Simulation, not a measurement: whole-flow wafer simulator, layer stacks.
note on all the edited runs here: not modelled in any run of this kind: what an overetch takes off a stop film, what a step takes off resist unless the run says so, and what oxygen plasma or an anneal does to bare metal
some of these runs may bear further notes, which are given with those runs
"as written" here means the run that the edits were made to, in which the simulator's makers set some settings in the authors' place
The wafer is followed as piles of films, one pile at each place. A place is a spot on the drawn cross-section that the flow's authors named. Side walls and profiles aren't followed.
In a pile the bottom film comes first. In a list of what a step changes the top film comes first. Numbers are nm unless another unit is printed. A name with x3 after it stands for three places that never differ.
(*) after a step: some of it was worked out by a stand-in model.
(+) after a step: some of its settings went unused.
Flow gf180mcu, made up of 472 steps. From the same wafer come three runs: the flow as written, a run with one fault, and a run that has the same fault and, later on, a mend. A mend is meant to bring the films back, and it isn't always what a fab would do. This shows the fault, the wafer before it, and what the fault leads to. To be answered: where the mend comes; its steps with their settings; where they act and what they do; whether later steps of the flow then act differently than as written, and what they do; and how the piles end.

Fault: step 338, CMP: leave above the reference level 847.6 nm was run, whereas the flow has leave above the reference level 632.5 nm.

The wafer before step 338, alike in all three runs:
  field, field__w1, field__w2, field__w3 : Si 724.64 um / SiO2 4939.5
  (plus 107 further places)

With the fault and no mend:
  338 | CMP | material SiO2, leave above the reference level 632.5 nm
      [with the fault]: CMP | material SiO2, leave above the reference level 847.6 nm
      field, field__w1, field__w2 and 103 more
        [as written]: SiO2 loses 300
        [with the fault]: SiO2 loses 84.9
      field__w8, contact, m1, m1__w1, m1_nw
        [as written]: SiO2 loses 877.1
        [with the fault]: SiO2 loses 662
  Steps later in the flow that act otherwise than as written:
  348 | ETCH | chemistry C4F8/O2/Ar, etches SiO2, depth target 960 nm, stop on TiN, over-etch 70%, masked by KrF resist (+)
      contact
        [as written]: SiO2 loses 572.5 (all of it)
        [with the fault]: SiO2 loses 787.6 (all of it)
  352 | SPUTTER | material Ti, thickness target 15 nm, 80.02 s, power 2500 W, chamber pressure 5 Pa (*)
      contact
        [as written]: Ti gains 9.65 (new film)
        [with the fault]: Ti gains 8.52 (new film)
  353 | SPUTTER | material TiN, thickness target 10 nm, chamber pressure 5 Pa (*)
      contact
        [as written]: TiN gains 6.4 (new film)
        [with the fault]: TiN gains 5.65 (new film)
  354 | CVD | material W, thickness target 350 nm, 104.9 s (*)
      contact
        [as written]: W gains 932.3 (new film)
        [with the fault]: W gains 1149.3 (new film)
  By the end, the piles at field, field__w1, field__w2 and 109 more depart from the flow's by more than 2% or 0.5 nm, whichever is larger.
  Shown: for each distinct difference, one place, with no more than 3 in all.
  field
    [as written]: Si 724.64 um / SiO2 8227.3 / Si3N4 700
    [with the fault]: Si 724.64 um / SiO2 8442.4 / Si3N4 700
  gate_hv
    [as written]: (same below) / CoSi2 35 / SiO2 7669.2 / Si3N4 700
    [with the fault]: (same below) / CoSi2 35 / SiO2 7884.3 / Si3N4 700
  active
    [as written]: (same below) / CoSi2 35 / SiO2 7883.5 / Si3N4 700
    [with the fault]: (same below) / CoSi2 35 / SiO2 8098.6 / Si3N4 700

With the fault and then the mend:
  The mend follows step 346.
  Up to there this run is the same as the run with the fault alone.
  346a | STRIP | chemistry O2/N2, power 2160 W, pressure 1700 mTorr (*)
      field, field__w1, field__w2 and 107 more
        KrF resist loses 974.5 (all of it), anti-reflective coat loses 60 (all of it)
      contact
        anti-reflective coat loses 60 (all of it)
  346b | CMP | material SiO2, leave above the reference level 632.5 nm (a further turn of the flow's step 338)
      field, field__w1, field__w2 and 108 more
        SiO2 loses 215.1
  346c | HMDS | 120 C, 60 s (a further turn of the flow's step 340)
      leaves every film unchanged at each place that is followed
  346d | COAT | anti-reflective coat, thickness 60 nm, 182 C, 71 s (a further turn of the flow's step 341)
      field, field__w1, field__w2 and 108 more
        anti-reflective coat gains 60 (new film)
  346e | COAT | KrF resist, thickness 1000 nm (a further turn of the flow's step 342)
      field, field__w1, field__w2 and 108 more
        KrF resist gains 1000 (new film)
  346f | SOFTBAKE | KrF resist (a further turn of the flow's step 343)
      leaves every film unchanged at each place that is followed
  346g | EXPOSE | photomask Via3 (a further turn of the flow's step 344)
      leaves every film unchanged at each place that is followed
  346h | PEB | KrF resist, 135 C, 90 s (a further turn of the flow's step 345)
      field, field__w1, field__w2 and 108 more
        KrF resist loses 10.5
  346i | DEVELOP | KrF resist, thickness 1000 nm, 60 s (a further turn of the flow's step 346)
      field, field__w1, field__w2 and 107 more
        KrF resist loses 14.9
      contact
        KrF resist loses 989.5 (all of it)
  None of the later steps of the flow acts differently than as written at any place that is followed.
  At every place that both follow, the piles at the end match the flow's.
